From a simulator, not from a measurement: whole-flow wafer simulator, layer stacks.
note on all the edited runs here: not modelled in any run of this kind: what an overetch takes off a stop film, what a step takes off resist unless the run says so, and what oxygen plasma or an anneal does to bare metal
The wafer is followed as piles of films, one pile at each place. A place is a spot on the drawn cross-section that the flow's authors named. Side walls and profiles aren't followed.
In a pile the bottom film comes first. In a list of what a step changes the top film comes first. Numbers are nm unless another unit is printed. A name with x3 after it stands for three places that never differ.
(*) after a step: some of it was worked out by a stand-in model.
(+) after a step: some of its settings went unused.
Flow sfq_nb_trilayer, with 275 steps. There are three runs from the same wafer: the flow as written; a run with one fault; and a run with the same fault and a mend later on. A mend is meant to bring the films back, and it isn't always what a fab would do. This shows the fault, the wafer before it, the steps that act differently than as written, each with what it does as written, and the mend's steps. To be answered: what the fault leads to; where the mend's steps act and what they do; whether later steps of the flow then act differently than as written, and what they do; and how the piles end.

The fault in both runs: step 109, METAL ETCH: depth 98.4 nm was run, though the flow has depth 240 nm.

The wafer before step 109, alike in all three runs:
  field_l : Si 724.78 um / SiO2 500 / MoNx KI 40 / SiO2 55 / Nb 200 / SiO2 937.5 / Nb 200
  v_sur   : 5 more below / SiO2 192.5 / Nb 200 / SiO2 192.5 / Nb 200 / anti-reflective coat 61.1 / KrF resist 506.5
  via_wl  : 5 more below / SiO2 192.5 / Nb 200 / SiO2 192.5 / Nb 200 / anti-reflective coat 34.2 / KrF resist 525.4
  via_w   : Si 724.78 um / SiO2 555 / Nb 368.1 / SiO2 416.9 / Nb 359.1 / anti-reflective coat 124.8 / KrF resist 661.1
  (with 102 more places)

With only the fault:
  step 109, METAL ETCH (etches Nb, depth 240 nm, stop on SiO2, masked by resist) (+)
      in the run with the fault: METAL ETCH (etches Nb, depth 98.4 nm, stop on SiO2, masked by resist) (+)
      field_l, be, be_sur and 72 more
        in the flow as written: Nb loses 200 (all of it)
        in the run with the fault: Nb loses 98.4
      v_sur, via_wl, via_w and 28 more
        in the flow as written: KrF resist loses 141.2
        in the run with the fault: KrF resist loses 57.9
  Later steps of the flow acting differently than as written:
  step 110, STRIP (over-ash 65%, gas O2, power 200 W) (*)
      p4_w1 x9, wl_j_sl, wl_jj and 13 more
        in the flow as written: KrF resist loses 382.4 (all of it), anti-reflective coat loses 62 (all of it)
        in the run with the fault: KrF resist loses 465.7 (all of it), anti-reflective coat loses 62 (all of it)
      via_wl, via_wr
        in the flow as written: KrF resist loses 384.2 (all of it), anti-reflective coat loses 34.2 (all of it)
        in the run with the fault: KrF resist loses 467.5 (all of it), anti-reflective coat loses 34.2 (all of it)
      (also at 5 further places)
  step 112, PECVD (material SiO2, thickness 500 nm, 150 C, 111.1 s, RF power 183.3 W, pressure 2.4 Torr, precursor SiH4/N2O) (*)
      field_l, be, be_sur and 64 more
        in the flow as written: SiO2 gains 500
        in the run with the fault: SiO2 gains 500 (new film)
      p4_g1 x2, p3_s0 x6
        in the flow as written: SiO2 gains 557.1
        in the run with the fault: SiO2 gains 500 (new film)
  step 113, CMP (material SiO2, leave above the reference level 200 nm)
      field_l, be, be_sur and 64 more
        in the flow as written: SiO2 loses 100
        in the run with the fault: SiO2 loses 201.6
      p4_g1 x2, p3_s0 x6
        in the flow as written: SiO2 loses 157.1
        in the run with the fault: SiO2 loses 201.6
  By the end, the piles at field_l, be, be_sur and 72 more depart from the flow's by more than 2% or 0.5 nm, whichever is larger.
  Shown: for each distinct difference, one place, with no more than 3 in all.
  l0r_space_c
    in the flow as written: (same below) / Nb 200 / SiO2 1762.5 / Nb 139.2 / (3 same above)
    in the run with the fault: (same below) / Nb 200 / SiO2 977.5 / Nb 101.6 / SiO2 683.4 / Nb 139.2 / (3 same above)
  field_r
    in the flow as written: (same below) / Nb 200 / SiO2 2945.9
    in the run with the fault: (same below) / Nb 200 / SiO2 977.5 / Nb 101.6 / SiO2 1866.8
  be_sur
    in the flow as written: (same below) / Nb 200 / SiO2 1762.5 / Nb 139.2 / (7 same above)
    in the run with the fault: (same below) / Nb 200 / SiO2 977.5 / Nb 101.6 / SiO2 683.4 / Nb 139.2 / (7 same above)

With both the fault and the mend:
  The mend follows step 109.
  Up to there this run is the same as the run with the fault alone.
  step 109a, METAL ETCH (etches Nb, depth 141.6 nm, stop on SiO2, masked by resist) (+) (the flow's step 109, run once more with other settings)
      field_l, be, be_sur and 72 more
        Nb loses 101.6 (all of it)
      v_sur, via_wl, via_w and 28 more
        KrF resist loses 83.3
  Later steps of the flow that are run all act as written at every place that is followed.
  By the end, the piles equal the flow's at every place that both follow.
